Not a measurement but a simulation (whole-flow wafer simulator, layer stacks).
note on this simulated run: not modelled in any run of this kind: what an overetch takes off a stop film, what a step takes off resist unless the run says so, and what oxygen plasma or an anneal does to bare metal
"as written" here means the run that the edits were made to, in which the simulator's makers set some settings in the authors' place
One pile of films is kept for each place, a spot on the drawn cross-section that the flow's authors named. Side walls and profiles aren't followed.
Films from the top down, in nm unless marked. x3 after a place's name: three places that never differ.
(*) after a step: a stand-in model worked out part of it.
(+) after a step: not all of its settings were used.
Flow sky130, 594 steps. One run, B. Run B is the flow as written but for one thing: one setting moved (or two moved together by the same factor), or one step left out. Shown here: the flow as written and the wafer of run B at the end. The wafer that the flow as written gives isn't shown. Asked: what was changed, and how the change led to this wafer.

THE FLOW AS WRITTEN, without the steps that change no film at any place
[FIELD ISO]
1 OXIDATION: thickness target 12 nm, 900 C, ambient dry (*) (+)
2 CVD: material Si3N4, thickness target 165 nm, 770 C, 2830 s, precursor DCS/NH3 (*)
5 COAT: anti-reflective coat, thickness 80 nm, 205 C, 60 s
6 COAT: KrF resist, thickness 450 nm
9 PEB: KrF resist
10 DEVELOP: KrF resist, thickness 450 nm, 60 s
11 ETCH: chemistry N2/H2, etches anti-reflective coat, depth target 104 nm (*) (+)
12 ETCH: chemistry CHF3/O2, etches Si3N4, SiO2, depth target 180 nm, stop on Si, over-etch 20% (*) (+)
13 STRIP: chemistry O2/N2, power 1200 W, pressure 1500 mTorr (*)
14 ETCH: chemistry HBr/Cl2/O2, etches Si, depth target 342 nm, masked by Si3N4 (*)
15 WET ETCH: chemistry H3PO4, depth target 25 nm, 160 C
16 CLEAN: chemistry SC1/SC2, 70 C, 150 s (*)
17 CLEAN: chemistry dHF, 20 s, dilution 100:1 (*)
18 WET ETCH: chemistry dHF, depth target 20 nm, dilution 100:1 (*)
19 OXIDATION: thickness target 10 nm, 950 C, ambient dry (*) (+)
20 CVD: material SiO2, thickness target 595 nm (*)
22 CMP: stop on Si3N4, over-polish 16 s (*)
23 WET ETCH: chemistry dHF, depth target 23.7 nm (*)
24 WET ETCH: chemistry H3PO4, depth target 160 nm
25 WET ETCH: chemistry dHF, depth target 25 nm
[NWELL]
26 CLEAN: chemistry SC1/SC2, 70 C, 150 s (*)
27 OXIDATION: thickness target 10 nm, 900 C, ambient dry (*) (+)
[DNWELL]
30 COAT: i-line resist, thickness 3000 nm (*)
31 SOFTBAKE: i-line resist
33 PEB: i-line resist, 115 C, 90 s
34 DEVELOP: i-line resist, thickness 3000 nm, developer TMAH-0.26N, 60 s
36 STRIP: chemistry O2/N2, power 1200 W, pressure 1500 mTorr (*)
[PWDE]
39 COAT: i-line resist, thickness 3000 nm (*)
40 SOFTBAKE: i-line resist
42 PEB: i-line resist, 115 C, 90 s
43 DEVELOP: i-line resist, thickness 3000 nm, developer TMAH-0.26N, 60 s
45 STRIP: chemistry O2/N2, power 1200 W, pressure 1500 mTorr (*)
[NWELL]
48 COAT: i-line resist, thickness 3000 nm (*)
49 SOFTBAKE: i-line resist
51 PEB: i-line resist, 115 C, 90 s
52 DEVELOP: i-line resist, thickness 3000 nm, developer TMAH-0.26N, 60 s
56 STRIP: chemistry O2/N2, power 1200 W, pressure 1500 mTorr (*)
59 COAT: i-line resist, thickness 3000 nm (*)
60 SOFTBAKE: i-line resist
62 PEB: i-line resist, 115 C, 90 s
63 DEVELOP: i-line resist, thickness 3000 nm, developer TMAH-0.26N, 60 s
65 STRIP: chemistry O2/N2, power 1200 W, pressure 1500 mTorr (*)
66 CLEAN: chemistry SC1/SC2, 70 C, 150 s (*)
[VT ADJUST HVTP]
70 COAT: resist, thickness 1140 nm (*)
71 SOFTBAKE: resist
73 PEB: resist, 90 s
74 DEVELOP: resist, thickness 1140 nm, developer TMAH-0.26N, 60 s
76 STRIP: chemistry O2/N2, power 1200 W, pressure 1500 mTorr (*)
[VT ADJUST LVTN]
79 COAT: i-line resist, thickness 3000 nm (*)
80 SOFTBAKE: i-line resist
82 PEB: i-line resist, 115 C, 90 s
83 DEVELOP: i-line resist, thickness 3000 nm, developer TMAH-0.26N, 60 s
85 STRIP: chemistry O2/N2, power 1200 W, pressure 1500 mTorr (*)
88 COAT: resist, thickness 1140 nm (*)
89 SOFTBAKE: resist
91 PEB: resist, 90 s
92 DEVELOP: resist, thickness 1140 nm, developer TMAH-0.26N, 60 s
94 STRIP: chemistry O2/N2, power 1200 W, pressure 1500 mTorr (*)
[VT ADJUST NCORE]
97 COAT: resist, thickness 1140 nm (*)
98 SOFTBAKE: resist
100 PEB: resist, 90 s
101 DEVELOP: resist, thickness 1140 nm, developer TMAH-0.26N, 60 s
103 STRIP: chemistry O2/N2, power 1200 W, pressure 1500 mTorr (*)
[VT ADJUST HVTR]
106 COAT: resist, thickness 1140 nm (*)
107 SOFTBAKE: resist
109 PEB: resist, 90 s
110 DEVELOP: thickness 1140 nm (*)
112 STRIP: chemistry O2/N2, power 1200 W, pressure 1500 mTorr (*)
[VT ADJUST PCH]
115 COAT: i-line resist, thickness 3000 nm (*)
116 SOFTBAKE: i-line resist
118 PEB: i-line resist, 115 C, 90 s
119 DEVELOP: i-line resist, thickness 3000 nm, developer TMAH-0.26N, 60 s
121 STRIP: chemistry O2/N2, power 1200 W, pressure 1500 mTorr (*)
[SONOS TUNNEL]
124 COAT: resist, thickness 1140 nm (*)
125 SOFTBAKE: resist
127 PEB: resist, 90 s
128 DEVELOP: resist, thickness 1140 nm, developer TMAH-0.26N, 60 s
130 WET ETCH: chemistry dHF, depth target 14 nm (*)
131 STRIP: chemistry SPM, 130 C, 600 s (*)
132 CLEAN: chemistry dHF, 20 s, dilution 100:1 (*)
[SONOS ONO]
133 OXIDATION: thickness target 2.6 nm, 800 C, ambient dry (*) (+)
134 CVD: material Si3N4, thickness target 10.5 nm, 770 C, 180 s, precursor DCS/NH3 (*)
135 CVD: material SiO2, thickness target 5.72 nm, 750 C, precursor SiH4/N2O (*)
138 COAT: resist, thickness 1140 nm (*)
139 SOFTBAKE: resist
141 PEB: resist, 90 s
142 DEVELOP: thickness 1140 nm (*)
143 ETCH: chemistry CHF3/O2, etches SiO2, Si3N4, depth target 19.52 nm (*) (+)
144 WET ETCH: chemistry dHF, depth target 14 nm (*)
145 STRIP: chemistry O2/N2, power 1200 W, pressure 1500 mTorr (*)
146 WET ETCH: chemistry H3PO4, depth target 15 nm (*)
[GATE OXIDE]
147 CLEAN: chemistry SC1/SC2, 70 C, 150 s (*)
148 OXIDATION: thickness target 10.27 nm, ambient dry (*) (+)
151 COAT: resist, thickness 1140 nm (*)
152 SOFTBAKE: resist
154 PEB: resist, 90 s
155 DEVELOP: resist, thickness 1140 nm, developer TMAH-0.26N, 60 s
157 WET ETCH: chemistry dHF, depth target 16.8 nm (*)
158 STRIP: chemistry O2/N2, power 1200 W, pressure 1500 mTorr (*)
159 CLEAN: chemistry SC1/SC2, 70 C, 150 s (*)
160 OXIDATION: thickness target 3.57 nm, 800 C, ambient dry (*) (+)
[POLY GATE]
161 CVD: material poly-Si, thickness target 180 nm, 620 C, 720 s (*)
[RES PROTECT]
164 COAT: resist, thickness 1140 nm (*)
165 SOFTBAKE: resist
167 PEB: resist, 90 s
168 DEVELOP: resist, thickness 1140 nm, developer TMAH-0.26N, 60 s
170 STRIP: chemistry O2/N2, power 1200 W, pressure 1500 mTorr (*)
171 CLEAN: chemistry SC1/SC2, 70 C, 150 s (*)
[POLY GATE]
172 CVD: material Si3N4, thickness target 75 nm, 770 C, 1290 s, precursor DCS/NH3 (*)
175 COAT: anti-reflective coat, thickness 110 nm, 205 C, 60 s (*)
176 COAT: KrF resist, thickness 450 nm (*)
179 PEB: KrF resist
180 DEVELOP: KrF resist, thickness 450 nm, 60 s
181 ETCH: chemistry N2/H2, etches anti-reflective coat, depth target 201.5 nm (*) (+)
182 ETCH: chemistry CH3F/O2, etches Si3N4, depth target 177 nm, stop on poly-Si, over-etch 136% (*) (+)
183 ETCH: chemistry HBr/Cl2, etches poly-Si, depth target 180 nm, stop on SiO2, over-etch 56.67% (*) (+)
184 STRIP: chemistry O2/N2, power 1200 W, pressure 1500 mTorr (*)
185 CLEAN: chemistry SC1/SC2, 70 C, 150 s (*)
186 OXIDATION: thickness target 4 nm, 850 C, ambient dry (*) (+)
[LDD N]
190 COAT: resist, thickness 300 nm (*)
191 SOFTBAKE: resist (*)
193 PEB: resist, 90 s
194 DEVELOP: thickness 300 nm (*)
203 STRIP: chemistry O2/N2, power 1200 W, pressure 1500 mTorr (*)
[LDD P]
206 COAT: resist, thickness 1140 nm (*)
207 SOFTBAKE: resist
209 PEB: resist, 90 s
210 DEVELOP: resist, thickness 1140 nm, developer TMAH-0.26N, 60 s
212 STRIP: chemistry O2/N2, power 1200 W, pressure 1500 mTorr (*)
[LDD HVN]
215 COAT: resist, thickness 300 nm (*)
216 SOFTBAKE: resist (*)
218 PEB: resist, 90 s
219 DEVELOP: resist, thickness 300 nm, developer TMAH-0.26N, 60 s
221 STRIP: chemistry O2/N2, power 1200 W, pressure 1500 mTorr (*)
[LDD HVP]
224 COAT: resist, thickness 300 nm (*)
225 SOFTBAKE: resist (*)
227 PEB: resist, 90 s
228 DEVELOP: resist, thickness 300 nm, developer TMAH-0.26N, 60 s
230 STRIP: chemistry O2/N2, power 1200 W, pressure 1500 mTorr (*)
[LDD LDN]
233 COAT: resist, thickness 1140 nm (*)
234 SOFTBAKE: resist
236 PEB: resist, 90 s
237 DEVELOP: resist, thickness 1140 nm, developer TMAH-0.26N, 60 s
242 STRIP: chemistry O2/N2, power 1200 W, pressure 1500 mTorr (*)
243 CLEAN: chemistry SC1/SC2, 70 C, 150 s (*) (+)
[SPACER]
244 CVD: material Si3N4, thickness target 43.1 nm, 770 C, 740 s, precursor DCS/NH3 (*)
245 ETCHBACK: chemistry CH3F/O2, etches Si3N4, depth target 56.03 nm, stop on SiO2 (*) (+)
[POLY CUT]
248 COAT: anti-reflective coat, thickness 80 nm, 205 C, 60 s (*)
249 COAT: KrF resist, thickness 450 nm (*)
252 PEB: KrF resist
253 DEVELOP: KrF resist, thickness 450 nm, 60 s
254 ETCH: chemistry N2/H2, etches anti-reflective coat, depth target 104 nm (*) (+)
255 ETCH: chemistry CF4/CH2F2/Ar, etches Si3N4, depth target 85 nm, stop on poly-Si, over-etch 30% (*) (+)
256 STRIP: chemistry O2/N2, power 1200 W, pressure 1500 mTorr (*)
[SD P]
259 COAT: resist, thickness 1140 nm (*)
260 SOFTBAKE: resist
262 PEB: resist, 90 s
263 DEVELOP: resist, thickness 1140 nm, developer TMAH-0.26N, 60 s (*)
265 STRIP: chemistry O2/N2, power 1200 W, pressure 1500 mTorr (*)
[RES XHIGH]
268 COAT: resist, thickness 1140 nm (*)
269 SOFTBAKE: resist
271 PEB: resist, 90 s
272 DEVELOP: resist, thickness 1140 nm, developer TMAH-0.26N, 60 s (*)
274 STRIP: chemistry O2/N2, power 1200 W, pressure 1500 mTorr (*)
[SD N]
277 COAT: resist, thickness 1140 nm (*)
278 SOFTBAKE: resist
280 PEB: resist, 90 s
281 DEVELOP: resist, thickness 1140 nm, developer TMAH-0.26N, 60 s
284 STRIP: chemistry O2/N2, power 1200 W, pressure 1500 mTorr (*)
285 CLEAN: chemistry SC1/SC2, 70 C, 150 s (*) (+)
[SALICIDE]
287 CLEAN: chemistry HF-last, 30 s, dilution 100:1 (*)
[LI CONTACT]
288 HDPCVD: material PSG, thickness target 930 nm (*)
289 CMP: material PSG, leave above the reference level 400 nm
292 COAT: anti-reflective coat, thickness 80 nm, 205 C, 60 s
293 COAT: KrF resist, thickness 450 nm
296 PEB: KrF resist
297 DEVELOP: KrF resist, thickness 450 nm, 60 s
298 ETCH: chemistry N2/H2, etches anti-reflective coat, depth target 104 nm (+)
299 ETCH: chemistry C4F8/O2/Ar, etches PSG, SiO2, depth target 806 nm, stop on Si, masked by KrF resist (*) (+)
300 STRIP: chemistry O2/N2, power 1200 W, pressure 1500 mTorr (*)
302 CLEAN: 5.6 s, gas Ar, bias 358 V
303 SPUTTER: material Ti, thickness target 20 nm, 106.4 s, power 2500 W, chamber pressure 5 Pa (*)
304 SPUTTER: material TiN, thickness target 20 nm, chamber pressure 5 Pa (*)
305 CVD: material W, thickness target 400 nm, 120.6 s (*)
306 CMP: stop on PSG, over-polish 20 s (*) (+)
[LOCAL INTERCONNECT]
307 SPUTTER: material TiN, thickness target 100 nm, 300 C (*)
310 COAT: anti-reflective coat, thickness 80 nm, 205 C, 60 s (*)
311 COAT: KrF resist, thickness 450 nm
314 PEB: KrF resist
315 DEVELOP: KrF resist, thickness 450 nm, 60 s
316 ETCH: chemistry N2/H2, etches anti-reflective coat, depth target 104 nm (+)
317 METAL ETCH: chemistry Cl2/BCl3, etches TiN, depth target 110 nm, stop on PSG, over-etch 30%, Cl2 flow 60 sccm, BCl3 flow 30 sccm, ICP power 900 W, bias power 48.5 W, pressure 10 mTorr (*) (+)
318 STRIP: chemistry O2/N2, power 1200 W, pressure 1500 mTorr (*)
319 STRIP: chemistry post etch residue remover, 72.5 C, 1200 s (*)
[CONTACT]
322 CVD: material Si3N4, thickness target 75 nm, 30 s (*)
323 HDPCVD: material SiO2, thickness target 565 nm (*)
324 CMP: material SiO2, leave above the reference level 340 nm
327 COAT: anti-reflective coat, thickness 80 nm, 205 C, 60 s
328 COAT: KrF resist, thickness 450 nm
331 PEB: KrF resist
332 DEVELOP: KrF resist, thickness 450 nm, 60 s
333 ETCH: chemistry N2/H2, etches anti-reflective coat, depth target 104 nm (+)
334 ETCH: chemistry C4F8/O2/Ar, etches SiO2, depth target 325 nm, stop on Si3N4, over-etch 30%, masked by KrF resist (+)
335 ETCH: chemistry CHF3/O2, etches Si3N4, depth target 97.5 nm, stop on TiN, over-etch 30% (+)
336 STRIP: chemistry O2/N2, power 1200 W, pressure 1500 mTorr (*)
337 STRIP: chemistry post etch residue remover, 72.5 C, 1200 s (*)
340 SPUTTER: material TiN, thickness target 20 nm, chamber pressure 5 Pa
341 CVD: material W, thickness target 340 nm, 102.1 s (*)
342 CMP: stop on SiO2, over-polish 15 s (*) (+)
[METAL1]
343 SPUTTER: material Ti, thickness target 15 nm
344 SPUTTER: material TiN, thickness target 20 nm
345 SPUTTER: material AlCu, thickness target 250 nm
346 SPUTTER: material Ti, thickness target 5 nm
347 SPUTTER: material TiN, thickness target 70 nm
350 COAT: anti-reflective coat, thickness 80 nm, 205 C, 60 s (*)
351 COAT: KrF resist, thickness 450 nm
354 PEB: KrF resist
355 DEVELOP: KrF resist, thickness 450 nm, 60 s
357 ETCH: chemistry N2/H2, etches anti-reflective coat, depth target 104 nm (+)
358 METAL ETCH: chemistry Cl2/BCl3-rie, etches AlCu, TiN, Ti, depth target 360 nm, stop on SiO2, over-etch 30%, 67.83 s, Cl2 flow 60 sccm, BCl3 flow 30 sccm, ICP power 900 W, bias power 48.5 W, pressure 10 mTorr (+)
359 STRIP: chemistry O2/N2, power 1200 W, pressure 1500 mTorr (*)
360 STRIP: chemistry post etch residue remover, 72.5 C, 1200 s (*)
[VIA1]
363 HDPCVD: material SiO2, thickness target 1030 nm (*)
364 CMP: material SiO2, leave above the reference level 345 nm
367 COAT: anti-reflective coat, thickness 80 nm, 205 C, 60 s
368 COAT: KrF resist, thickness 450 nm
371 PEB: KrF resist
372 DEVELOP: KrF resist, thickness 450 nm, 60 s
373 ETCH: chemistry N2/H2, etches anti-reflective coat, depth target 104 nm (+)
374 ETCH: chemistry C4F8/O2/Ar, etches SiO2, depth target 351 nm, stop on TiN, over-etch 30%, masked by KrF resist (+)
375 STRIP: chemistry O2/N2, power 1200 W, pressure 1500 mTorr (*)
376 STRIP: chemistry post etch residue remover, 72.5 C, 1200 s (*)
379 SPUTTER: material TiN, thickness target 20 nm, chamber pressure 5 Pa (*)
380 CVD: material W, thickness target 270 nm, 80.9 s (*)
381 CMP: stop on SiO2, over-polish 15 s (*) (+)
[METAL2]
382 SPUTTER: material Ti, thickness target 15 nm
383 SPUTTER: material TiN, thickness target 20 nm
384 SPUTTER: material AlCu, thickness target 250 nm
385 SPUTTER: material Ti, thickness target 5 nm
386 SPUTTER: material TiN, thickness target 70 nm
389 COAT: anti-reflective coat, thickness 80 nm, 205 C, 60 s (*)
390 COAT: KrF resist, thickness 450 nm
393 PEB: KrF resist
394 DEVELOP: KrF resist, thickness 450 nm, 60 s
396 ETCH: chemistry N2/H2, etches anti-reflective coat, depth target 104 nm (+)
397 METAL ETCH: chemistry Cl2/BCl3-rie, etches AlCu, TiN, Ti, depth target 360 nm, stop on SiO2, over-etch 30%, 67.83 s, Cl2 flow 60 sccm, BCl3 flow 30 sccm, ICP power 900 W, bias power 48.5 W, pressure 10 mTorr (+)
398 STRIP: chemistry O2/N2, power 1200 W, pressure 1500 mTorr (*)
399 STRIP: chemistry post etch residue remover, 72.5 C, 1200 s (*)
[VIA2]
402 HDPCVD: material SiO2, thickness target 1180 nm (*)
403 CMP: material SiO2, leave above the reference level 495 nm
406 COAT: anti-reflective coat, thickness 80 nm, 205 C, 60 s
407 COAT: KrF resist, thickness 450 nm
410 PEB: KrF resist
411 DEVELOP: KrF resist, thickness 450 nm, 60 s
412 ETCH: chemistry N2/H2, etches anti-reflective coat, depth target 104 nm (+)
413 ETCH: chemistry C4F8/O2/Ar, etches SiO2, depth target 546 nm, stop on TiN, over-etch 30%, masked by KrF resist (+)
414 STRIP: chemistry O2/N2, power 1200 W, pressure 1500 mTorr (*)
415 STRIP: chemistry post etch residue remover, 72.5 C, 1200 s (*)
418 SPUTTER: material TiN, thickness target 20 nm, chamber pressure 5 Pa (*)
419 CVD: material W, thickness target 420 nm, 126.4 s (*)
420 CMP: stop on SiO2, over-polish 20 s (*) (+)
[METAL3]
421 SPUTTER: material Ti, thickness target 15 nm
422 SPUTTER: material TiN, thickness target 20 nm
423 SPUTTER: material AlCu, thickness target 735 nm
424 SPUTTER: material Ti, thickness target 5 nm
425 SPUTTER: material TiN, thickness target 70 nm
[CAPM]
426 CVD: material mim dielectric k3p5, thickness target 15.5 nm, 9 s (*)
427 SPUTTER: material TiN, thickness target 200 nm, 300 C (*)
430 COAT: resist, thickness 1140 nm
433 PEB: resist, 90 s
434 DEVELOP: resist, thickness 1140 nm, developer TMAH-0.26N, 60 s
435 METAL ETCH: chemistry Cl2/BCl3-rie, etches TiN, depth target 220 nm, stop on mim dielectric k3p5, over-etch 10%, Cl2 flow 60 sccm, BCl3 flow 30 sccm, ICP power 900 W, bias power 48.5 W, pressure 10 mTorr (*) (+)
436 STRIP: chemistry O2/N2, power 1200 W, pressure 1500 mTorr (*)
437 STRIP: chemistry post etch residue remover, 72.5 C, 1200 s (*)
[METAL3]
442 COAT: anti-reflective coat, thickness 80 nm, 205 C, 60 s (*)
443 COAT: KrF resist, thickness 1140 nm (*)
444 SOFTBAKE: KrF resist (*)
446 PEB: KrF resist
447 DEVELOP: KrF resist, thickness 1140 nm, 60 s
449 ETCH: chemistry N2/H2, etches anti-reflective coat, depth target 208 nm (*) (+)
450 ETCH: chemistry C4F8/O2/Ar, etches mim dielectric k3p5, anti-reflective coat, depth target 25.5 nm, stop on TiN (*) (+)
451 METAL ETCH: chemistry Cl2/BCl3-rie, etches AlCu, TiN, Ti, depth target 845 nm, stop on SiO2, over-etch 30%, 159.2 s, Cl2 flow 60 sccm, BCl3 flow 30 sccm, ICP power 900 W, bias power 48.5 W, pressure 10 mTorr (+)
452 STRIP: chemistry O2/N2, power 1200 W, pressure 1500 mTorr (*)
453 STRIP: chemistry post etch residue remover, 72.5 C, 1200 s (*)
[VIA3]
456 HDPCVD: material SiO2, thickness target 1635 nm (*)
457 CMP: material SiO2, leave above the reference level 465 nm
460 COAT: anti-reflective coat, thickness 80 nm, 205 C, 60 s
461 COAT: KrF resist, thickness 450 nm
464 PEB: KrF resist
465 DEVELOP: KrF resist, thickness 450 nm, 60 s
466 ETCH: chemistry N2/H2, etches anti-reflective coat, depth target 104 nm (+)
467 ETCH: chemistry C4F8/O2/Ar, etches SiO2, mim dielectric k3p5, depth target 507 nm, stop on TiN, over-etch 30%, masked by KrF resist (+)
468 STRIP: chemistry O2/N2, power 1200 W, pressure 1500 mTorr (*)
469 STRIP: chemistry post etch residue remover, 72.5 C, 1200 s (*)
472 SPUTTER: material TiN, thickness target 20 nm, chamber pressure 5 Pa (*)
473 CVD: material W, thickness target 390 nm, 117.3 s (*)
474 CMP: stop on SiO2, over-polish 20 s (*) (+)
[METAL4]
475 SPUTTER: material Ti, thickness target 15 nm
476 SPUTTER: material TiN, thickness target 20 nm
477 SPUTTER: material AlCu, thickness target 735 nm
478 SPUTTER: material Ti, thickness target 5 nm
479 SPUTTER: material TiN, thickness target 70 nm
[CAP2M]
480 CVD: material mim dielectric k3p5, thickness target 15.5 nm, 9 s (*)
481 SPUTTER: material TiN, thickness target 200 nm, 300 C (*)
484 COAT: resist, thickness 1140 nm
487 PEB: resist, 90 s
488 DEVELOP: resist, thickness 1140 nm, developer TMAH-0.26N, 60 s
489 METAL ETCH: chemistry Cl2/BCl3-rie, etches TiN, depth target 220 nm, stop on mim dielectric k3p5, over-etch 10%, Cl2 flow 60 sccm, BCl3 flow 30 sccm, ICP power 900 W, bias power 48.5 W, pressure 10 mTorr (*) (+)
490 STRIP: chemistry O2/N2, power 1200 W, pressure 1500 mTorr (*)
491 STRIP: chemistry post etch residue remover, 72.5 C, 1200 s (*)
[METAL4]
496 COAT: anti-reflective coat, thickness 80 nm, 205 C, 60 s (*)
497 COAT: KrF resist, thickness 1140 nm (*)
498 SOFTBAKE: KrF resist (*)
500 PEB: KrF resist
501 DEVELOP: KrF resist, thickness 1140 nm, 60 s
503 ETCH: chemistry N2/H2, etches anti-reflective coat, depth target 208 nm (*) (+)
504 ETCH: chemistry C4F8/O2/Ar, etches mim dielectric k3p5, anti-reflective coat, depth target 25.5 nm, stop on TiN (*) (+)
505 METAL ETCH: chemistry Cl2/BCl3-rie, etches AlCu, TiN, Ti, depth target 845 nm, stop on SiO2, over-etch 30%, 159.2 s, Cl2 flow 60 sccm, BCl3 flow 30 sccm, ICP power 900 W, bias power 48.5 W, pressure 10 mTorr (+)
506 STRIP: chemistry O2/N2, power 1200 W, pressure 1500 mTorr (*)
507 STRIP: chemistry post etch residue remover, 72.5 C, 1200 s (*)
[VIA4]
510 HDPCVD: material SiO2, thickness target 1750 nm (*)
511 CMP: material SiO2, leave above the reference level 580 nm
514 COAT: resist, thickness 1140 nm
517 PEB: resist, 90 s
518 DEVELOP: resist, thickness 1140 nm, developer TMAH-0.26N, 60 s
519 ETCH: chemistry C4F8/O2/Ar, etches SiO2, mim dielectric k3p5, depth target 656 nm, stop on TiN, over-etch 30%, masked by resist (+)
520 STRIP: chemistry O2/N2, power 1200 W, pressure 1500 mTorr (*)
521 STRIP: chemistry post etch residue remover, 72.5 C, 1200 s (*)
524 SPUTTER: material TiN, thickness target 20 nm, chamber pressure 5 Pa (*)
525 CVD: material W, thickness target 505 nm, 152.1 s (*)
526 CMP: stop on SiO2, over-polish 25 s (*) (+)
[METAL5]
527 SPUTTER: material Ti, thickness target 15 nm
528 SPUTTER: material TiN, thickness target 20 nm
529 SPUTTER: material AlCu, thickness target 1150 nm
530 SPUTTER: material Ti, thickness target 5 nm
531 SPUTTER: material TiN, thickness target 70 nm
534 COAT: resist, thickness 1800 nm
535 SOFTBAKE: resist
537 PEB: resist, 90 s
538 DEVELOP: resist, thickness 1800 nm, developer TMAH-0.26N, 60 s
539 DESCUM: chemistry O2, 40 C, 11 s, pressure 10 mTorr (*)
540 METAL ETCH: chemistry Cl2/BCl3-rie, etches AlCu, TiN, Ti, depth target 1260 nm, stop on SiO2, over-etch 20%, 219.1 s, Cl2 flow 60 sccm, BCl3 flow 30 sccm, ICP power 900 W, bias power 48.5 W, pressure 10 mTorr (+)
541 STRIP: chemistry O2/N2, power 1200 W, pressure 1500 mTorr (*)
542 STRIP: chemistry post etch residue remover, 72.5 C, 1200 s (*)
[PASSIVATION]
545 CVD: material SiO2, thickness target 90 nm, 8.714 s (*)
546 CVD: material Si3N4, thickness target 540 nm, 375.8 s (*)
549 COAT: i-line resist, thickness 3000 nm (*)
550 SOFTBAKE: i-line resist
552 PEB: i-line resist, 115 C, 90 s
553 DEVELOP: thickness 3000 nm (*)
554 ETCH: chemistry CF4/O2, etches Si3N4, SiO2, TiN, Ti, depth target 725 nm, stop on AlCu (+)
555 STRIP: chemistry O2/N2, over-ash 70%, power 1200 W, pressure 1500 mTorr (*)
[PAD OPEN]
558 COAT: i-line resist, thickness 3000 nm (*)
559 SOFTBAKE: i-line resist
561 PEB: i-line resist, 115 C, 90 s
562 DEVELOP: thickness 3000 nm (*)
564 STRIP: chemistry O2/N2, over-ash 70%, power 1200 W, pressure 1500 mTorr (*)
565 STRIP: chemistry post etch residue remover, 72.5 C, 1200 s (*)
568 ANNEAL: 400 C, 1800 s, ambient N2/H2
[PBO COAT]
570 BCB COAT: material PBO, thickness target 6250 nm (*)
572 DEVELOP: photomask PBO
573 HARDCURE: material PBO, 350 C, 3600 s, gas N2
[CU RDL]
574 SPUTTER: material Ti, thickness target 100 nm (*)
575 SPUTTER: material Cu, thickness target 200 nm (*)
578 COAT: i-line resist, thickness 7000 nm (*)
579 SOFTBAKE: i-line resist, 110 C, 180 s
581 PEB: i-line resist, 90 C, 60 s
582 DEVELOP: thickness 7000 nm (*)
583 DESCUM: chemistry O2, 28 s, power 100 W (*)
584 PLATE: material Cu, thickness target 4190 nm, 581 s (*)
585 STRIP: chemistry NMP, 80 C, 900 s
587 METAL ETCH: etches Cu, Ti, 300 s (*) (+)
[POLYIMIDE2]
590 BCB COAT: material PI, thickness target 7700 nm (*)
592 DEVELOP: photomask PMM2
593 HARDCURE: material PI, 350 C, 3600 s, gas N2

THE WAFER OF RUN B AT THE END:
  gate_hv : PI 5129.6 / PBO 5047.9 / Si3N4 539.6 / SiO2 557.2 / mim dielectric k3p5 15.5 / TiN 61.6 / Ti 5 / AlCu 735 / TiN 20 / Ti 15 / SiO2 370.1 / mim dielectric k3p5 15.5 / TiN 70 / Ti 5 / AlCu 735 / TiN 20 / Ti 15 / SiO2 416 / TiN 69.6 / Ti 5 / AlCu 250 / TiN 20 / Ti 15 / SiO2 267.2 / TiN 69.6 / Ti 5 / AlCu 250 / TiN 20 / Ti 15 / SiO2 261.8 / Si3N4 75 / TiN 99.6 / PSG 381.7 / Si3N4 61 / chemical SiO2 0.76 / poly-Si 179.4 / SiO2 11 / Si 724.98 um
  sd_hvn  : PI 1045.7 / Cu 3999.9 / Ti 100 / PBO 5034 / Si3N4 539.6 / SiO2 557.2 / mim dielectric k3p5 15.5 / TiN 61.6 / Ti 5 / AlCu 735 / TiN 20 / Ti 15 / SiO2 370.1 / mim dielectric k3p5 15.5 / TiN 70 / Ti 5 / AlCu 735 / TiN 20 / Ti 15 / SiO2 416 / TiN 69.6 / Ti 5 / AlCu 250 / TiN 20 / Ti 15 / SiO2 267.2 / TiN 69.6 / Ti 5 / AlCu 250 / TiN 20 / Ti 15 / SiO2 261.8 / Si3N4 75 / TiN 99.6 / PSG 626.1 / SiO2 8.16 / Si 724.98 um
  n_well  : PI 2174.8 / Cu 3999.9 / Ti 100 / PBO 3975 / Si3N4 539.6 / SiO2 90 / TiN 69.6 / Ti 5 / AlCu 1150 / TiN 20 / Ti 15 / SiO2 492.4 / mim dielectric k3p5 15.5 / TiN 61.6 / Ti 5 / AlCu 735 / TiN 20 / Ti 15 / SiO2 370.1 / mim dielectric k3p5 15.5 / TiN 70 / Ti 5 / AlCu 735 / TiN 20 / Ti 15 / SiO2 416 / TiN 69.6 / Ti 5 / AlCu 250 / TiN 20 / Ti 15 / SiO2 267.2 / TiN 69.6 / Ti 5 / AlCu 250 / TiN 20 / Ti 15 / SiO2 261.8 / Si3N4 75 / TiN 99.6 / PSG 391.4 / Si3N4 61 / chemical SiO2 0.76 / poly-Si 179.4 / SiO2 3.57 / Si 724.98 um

The cause: step 479, SPUTTER: thickness target 61.6 nm was run, where the flow has thickness target 70 nm.
It can be read off the wafer: gate_hv has TiN 61.6, and step 479 as written asks for 70 nm.

How the change led to this, step by step:
  479 SPUTTER: material TiN, thickness target 70 nm
      field, active, n_well and 189 more: TiN +61.6 (new film) (as written it would be: TiN +70 (new film))
  505 METAL ETCH: chemistry Cl2/BCl3-rie, etches AlCu, TiN, Ti, depth target 845 nm, stop on SiO2, over-etch 30%, 159.2 s, Cl2 flow 60 sccm, BCl3 flow 30 sccm, ICP power 900 W, bias power 48.5 W, pressure 10 mTorr (+)
      field, active, gate and 70 more: TiN -61.6 (all of it), Ti -5 (all of it), AlCu -735 (all of it), TiN -20 (all of it), Ti -15 (all of it), SiO2 -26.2 (as written it would be: TiN -70 (all of it), Ti -5 (all of it), AlCu -735 (all of it), TiN -20 (all of it), Ti -15 (all of it), SiO2 -25.4)
      vpp_iso1, mim_edge_plate, m1_ln and 12 more: TiN -61.6 (all of it), Ti -5 (all of it), AlCu -735 (all of it), TiN -20 (all of it), Ti -15 (all of it), SiO2 -26.2 (as written it would be: TiN -70 (all of it), Ti -5 (all of it), AlCu -735 (all of it), TiN -20 (all of it), Ti -15 (all of it), SiO2 -25.3)
